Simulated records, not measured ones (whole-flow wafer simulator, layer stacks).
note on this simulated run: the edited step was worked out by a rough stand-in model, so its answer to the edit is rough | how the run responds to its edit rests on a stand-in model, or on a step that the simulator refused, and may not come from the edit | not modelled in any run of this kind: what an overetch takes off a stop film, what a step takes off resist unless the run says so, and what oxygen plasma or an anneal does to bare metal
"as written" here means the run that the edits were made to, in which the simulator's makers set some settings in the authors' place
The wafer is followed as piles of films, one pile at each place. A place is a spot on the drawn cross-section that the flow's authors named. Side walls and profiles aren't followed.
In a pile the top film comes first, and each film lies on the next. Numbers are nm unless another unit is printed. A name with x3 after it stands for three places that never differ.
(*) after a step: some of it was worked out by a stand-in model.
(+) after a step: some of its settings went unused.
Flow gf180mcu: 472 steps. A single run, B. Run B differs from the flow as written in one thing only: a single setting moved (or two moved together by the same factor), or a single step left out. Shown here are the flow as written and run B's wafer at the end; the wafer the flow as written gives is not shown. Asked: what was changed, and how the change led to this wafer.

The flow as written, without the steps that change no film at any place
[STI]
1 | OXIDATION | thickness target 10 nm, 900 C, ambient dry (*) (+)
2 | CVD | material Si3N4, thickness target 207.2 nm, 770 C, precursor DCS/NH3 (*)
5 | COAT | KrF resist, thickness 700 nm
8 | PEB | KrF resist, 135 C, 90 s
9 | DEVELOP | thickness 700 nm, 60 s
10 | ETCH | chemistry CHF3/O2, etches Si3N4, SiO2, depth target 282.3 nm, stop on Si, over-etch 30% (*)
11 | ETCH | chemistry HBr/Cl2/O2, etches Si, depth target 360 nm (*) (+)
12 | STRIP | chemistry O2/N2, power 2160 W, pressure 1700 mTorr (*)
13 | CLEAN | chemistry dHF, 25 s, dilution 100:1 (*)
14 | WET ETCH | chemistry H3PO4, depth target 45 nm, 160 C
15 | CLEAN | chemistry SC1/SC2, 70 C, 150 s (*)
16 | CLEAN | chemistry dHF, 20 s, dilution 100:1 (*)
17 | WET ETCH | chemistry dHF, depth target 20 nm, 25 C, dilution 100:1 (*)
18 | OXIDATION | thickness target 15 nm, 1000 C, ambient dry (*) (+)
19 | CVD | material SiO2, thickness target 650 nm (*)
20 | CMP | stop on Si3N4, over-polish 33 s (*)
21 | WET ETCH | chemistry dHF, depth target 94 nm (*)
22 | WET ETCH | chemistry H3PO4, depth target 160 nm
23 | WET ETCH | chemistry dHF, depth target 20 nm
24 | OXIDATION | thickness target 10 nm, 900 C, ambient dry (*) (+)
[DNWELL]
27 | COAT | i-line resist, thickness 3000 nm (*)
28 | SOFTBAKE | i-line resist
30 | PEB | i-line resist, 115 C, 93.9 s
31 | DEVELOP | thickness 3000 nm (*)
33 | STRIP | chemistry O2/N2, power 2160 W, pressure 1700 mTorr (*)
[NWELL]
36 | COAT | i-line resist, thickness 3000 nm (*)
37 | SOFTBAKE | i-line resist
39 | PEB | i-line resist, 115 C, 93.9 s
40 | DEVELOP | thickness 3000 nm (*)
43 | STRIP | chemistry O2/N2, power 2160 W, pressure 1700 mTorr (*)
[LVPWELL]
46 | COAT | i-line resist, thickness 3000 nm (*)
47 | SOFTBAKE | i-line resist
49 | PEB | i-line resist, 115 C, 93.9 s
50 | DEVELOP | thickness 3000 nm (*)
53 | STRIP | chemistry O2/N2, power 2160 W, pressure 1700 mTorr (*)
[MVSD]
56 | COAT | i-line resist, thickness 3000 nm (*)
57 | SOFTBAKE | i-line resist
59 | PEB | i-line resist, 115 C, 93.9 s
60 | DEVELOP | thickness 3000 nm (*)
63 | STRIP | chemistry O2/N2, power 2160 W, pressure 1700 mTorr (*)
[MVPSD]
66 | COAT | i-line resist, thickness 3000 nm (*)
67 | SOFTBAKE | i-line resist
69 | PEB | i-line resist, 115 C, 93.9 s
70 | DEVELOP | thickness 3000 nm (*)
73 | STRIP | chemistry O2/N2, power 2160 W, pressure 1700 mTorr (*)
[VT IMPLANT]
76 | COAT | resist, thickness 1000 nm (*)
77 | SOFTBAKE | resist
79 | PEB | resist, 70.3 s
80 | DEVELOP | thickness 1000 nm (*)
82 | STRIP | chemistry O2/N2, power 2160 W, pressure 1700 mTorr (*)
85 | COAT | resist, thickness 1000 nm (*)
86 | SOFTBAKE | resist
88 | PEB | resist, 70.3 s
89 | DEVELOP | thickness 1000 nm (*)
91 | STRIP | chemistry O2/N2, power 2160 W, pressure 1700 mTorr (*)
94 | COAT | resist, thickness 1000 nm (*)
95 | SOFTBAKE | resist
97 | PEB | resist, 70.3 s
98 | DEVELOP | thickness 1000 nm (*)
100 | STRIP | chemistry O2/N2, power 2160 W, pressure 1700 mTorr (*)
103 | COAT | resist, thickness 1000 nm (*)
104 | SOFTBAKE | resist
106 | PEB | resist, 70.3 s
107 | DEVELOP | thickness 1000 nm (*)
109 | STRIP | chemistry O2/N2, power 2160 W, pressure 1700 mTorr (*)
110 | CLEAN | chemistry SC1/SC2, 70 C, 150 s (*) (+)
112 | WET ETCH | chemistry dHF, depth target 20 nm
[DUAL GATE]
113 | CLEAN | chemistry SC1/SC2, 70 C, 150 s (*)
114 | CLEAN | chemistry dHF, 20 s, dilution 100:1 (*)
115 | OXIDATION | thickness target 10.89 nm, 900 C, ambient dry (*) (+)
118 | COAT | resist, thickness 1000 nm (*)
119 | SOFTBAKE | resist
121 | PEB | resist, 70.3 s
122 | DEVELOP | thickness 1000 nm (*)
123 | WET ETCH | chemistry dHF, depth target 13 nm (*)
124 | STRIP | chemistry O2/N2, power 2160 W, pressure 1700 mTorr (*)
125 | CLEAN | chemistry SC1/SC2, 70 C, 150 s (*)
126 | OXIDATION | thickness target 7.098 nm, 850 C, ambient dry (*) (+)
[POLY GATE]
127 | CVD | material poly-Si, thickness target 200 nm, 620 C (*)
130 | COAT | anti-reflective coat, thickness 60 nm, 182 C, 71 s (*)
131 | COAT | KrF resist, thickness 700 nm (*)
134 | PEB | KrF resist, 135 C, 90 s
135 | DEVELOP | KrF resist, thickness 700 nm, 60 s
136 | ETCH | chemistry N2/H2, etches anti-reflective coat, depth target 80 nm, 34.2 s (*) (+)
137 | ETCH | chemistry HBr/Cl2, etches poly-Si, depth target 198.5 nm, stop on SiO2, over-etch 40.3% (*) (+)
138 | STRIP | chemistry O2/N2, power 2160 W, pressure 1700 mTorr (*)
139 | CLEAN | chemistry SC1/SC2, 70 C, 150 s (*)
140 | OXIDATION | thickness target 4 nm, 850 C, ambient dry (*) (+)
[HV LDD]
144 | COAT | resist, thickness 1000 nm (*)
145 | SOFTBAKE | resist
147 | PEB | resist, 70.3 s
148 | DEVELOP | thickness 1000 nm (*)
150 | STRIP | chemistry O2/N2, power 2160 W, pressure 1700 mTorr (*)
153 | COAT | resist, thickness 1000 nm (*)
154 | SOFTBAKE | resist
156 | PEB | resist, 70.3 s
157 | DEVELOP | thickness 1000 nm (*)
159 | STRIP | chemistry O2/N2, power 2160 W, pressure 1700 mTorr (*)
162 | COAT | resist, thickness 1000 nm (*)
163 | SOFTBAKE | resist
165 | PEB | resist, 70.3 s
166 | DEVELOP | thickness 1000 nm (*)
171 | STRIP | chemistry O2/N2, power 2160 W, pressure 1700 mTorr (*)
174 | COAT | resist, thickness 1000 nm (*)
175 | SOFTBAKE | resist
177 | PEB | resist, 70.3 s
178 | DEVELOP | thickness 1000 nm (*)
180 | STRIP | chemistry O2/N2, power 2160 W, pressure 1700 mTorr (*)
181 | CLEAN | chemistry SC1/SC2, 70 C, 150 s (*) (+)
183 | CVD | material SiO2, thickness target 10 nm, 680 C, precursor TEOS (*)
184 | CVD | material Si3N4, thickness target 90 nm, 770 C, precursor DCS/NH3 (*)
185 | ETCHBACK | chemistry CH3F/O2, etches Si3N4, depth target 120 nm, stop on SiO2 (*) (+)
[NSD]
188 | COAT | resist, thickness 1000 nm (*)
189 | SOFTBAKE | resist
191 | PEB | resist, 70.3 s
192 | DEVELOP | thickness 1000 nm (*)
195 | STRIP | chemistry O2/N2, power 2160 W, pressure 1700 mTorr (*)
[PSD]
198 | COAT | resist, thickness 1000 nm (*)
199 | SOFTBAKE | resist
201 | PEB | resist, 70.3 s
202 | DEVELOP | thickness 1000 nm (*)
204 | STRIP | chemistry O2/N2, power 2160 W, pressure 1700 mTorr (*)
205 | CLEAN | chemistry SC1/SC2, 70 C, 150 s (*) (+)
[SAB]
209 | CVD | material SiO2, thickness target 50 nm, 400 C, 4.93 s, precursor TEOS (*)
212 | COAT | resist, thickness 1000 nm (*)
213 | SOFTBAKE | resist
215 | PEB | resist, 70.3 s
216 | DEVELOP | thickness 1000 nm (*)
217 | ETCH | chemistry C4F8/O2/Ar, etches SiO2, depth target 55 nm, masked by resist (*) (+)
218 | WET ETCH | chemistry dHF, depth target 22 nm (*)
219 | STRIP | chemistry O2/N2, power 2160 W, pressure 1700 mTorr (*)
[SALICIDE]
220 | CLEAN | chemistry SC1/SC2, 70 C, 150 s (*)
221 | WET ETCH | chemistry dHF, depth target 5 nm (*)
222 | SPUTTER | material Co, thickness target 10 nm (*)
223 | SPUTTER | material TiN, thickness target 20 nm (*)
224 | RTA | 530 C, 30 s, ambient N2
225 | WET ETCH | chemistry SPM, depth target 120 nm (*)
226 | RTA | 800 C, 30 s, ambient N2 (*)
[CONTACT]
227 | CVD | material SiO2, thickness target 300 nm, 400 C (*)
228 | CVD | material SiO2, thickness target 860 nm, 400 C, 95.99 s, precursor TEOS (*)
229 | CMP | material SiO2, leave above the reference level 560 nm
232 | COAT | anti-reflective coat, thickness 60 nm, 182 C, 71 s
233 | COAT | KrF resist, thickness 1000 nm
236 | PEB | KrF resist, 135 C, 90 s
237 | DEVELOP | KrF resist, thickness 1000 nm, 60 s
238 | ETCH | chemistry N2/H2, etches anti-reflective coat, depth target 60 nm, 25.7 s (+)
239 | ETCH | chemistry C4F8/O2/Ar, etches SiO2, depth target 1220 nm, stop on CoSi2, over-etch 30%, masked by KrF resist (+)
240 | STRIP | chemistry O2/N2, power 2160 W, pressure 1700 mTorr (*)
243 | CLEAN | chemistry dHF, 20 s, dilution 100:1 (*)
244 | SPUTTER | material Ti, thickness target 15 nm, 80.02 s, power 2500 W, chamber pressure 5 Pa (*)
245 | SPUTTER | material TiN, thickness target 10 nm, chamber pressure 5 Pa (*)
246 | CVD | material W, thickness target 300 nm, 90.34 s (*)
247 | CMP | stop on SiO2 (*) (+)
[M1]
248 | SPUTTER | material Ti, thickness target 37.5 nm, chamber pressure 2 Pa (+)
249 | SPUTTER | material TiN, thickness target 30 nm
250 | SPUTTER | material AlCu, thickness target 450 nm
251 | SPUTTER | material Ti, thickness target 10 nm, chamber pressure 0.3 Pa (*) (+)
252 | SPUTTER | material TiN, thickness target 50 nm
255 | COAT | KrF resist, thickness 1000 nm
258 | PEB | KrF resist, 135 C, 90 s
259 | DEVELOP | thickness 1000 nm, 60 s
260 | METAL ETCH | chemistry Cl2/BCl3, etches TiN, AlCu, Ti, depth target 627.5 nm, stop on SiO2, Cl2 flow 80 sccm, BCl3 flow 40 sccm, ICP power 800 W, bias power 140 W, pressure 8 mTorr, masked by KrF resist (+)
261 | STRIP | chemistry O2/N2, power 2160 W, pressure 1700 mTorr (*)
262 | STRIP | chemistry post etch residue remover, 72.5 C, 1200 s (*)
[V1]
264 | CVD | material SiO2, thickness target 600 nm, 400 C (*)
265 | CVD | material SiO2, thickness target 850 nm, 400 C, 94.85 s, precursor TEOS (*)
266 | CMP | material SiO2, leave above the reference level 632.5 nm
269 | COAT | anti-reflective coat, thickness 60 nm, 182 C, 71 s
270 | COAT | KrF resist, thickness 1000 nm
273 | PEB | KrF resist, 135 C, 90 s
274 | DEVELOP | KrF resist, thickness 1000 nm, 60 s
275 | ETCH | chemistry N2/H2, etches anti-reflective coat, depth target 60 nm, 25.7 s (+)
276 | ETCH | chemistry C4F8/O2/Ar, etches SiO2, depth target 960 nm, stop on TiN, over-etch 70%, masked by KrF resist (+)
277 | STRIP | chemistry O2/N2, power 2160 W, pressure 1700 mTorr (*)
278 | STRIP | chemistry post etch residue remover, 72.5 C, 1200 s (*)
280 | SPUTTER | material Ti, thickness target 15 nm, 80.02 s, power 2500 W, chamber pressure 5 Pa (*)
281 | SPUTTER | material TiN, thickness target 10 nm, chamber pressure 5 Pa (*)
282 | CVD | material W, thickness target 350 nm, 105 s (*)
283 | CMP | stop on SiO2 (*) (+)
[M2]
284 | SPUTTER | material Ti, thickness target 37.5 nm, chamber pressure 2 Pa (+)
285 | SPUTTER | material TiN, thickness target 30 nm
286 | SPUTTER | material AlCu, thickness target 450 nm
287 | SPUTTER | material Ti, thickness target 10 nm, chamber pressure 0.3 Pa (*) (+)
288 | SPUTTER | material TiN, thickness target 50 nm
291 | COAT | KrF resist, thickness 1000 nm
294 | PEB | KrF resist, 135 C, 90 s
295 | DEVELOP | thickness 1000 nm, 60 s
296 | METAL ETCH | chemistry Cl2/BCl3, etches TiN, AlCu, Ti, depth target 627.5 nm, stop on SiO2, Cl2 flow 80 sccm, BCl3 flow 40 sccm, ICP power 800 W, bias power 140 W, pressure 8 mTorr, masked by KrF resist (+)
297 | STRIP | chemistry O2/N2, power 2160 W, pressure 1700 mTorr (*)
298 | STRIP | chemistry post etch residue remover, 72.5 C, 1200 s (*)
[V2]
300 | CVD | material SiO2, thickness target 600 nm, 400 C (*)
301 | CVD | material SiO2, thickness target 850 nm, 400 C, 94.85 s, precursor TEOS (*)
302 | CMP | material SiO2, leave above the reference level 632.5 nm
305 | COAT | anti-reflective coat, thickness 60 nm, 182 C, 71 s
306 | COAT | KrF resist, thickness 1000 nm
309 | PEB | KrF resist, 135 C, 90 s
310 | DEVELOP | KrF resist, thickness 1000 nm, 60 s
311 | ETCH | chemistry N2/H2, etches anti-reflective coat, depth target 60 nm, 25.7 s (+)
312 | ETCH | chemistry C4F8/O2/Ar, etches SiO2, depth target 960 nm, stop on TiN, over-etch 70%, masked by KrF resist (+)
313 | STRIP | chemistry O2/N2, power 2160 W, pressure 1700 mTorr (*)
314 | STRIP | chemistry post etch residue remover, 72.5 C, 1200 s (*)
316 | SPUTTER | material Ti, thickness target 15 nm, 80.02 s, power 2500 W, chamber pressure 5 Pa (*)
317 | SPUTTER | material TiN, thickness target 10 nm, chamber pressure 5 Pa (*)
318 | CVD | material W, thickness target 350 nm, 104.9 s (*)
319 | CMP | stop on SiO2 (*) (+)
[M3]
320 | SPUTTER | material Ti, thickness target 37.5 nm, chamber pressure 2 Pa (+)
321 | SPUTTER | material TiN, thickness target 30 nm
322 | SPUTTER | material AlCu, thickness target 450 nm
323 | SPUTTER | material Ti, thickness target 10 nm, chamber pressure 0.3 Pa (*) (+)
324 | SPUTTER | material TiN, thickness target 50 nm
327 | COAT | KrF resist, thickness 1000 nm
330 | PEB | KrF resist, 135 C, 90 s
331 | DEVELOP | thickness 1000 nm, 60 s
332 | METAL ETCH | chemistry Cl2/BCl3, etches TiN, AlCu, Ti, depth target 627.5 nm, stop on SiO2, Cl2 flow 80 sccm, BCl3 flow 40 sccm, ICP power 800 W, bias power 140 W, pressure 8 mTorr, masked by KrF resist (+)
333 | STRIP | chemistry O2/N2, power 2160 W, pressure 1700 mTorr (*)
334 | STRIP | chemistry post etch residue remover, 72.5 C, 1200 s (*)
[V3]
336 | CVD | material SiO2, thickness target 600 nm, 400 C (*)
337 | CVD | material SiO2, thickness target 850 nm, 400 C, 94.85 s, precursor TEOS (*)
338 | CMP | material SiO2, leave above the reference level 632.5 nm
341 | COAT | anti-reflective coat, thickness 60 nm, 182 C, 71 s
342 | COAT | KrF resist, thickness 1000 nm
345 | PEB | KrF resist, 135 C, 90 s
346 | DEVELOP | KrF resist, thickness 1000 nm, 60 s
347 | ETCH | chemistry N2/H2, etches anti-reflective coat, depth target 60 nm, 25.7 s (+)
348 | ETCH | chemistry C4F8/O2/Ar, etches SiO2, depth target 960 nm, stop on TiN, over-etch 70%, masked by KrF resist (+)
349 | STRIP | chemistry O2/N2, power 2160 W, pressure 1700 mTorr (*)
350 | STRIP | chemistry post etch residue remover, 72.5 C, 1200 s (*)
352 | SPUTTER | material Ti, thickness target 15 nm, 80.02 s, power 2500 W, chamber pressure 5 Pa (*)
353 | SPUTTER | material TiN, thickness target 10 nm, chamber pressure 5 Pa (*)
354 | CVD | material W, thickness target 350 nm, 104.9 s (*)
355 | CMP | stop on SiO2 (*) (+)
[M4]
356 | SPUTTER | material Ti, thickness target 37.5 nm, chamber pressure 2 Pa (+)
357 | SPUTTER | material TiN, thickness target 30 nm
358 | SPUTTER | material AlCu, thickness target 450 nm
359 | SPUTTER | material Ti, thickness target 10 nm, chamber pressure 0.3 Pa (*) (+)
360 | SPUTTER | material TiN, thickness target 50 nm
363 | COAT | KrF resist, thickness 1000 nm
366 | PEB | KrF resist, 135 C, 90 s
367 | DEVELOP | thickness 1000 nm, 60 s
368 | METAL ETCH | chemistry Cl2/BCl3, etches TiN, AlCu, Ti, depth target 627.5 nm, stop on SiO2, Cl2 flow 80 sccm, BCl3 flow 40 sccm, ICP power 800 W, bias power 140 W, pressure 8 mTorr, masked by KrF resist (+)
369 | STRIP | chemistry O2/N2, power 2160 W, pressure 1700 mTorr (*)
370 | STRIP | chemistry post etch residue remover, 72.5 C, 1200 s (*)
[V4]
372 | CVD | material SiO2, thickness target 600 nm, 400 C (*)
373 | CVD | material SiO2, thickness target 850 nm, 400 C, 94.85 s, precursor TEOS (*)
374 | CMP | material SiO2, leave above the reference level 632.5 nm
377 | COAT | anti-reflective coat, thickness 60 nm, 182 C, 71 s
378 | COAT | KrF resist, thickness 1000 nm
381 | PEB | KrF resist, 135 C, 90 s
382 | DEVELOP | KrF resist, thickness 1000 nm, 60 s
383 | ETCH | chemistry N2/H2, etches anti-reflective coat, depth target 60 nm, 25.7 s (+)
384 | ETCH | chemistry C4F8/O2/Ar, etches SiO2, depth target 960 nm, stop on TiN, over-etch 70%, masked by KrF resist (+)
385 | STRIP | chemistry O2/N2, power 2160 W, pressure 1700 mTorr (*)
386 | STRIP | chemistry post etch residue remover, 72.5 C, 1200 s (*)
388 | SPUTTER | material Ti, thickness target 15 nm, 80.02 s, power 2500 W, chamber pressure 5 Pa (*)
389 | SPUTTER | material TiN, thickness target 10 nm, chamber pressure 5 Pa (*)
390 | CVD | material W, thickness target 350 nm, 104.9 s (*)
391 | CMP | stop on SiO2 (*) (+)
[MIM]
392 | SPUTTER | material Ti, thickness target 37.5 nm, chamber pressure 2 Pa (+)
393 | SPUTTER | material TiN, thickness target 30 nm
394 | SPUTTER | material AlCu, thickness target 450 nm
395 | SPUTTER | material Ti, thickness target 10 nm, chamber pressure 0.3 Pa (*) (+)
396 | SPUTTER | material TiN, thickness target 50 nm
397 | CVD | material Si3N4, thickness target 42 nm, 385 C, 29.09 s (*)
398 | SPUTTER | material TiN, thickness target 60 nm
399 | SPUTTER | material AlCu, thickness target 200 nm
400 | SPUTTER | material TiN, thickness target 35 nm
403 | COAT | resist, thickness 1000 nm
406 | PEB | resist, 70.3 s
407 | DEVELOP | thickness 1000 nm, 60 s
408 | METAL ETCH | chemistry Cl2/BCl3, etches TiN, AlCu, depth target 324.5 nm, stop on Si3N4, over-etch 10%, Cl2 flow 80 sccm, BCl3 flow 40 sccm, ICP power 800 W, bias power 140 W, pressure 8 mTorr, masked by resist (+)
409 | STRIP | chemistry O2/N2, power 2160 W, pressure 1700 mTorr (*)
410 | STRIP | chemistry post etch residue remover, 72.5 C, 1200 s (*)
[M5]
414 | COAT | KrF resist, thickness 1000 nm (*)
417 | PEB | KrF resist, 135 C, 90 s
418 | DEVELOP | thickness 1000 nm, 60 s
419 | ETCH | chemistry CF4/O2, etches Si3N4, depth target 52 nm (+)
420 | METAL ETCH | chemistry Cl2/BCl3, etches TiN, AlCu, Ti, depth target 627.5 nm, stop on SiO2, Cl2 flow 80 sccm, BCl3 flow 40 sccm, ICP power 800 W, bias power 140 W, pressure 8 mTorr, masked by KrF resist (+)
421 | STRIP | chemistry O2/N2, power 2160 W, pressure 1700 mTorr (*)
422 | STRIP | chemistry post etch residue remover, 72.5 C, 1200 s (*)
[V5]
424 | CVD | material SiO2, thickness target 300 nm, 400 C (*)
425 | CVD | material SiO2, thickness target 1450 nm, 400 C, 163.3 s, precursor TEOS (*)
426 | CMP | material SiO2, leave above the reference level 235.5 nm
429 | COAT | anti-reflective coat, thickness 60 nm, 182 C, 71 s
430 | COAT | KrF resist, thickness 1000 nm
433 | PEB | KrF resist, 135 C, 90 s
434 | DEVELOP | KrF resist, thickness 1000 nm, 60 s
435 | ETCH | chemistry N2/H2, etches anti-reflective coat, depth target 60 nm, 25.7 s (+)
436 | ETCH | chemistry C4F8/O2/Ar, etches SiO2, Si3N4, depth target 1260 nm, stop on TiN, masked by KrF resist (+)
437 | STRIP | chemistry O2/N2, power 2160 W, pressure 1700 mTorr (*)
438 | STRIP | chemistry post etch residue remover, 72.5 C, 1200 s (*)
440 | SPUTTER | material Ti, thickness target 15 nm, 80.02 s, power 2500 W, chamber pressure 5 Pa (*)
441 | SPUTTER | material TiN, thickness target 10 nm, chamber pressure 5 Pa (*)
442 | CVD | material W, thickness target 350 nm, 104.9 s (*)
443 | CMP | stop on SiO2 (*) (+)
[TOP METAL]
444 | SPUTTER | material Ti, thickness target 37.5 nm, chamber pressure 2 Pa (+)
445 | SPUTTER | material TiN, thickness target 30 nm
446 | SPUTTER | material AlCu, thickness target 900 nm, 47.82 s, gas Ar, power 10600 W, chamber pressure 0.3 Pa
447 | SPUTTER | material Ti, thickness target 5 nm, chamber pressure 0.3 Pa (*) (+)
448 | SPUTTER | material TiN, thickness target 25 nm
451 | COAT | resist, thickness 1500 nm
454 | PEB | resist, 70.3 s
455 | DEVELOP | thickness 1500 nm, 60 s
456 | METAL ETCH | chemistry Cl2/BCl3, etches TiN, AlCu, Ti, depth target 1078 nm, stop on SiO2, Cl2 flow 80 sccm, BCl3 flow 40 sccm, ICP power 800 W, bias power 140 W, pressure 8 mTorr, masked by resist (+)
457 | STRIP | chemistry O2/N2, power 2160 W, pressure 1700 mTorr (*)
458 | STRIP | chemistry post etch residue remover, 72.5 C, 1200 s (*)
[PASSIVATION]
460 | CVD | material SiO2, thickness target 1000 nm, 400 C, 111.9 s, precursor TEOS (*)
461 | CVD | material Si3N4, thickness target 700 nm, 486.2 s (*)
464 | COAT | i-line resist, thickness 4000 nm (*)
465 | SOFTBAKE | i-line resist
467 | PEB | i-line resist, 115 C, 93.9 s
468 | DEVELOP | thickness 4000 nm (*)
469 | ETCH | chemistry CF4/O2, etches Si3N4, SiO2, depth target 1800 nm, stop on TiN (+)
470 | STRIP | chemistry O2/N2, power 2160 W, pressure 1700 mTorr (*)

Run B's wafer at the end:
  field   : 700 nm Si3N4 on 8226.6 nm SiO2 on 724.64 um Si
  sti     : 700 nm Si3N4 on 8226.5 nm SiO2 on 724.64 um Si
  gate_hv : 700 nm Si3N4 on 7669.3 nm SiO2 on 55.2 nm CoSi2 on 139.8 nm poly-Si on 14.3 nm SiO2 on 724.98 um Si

Cause: step 222, SPUTTER: thickness target 15.8 nm was run, while the flow as written has thickness target 10 nm.

How this came from the change, step by step:
  222 | SPUTTER | material Co, thickness target 10 nm (*)
      field, field__w7, field__w8 and 72 more: +15.8 Co (new film) (in the flow as written it would be: +10 Co (new film))
      field__w6, field_sub, field_sub__w2: +15.7 Co (new film) (in the flow as written it would be: +9.95 Co (new film))
      (also at 33 further places)
  223 | SPUTTER | material TiN, thickness target 20 nm (*)
      field__w12: +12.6 TiN (new film) (in the flow as written it would be: +12 TiN (new film))
  224 | RTA | 530 C, 30 s, ambient N2
      gate, gate_hv, gate_p and 22 more: under 1 film: +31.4 CoSi (new film), -15.8 Co (all of it), -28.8 poly-Si (in the flow as written it would be: under 1 film: +19.9 CoSi (new film), -10 Co (all of it), -18.2 poly-Si)
      active, p_well, sd_n and 11 more: under 1 film: +31.4 CoSi (new film), -15.8 Co (all of it), -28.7 Si (in the flow as written it would be: under 1 film: +19.9 CoSi (new film), -10 Co (all of it), -18.1 Si)
      (also at 10 further places)
  225 | WET ETCH | chemistry SPM, depth target 120 nm (*)
      field, field__w7, field__w8 and 32 more: -20 TiN (all of it), -15.8 Co (all of it) (in the flow as written it would be: -20 TiN (all of it), -10 Co (all of it))
      field_sub, field_sub__w2: -20 TiN (all of it), -15.7 Co (all of it) (in the flow as written it would be: -19.9 TiN (all of it), -9.95 Co (all of it))
      (also at 25 further places)
  226 | RTA | 800 C, 30 s, ambient N2 (*)
      gate, gate_hv, gate_p and 22 more: +55.2 CoSi2 (new film), -31.4 CoSi (all of it), -28.8 poly-Si (in the flow as written it would be: +35 CoSi2 (new film), -19.9 CoSi (all of it), -18.2 poly-Si)
      active, p_well, sd_n and 11 more: +55.2 CoSi2 (new film), -31.4 CoSi (all of it), -28.7 Si (in the flow as written it would be: +35 CoSi2 (new film), -19.9 CoSi (all of it), -18.1 Si)
      (also at 10 further places)
